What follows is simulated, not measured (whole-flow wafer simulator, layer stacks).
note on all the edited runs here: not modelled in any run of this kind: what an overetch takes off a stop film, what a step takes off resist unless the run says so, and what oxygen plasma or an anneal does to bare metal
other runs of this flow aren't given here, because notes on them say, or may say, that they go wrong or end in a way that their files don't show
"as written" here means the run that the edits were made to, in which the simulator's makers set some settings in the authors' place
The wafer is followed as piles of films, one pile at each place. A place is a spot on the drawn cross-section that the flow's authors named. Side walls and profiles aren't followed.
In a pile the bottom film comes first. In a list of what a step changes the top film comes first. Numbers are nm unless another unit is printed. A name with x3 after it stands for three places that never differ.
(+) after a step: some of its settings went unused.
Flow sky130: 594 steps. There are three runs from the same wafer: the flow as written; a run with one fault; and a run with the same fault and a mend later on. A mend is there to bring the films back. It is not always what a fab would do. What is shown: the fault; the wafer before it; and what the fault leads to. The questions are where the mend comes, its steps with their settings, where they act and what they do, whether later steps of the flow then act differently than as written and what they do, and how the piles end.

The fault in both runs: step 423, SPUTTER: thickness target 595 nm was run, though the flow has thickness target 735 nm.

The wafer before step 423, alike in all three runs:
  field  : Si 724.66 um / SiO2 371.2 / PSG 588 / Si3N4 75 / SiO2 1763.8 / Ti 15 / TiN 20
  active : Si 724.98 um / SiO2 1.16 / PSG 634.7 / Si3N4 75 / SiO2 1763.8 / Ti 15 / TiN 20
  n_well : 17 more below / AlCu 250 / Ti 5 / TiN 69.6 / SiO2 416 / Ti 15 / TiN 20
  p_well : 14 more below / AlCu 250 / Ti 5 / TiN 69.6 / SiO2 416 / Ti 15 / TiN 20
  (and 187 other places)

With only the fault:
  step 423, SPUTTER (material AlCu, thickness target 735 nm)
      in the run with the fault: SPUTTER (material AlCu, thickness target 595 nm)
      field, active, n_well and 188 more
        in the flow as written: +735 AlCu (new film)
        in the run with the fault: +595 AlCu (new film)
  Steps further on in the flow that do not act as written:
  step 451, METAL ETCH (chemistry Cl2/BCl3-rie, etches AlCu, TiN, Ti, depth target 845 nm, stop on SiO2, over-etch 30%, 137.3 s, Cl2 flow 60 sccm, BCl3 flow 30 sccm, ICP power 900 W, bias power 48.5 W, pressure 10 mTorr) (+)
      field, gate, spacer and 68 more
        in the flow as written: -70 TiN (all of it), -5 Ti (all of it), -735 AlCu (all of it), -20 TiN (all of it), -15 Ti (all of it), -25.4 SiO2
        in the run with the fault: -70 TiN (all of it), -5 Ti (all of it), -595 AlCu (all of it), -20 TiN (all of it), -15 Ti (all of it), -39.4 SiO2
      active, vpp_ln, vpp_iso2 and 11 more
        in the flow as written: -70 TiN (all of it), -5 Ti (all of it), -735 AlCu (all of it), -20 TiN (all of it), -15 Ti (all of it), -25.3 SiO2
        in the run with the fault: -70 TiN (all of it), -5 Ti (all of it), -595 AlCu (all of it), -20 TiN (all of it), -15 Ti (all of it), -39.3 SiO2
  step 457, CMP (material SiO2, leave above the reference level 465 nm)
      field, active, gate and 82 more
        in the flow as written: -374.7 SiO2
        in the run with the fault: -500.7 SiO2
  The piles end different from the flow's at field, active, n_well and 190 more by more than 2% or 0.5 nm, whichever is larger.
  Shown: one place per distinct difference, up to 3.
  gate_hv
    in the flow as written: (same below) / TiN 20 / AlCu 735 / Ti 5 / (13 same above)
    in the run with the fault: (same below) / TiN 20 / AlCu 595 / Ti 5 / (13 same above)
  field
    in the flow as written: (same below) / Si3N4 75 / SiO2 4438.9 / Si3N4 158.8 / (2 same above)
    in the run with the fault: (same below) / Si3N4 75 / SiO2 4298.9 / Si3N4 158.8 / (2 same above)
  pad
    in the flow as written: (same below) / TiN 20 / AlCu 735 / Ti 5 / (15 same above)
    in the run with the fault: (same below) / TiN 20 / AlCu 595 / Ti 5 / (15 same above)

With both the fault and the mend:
  The mend stands after step 423.
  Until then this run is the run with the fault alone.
  step 423a, SPUTTER (material AlCu, thickness target 140 nm) (the flow's step 423 again, with other settings)
      field, active, n_well and 188 more
        +140 AlCu
  Every later step of the flow that is run acts as written at every place that is followed.
  At every place that both follow, the piles at the end match the flow's.
